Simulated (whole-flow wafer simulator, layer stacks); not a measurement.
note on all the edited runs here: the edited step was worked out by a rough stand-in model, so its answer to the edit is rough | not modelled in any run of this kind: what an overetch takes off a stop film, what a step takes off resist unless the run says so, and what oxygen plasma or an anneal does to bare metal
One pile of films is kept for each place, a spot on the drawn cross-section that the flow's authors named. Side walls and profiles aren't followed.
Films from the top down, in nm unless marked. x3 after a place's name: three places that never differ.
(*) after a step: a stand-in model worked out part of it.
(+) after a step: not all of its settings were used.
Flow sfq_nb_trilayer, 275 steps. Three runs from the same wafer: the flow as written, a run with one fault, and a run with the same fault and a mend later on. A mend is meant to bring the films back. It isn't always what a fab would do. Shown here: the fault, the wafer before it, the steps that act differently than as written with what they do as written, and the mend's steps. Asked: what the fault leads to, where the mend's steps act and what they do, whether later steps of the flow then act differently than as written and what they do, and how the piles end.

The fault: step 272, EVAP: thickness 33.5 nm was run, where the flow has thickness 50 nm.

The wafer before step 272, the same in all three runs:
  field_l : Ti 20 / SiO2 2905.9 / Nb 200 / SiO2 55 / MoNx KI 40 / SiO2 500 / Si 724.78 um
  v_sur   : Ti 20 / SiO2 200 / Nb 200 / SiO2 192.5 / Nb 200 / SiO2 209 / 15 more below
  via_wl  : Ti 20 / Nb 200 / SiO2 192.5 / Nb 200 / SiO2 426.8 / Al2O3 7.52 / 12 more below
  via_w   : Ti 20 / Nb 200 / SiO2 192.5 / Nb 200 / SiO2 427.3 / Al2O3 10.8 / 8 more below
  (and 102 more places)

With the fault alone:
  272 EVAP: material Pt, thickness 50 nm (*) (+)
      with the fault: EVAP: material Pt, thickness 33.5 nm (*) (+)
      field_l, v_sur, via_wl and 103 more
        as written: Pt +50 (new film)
        with the fault: Pt +33.5 (new film)
  Later steps of the flow that act differently than as written:
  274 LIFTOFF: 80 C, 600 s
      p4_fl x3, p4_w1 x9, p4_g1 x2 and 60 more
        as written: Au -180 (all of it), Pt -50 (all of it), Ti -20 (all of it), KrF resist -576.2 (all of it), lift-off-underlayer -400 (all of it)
        with the fault: Au -180 (all of it), Pt -33.5 (all of it), Ti -20 (all of it), KrF resist -576.2 (all of it), lift-off-underlayer -400 (all of it)
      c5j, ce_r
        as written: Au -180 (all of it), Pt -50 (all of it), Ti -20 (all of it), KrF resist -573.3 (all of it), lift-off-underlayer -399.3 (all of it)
        with the fault: Au -180 (all of it), Pt -33.5 (all of it), Ti -20 (all of it), KrF resist -573.3 (all of it), lift-off-underlayer -399.3 (all of it)
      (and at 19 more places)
  At the end the piles differ from the flow's by more than 2% or 0.5 nm, whichever is larger, at field_l, v_sur, via_wl and 8 more.
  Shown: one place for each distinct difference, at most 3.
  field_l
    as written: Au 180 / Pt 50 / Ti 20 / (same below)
    with the fault: Au 180 / Pt 33.5 / Ti 20 / (same below)

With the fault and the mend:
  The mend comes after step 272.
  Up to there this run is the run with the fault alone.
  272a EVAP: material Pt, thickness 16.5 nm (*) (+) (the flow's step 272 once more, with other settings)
      field_l, v_sur, via_wl and 103 more
        Pt +16.5
  No later step of the flow acts differently than as written at any place that is followed.
  At the end the piles are the same as the flow's at every place that both follow.
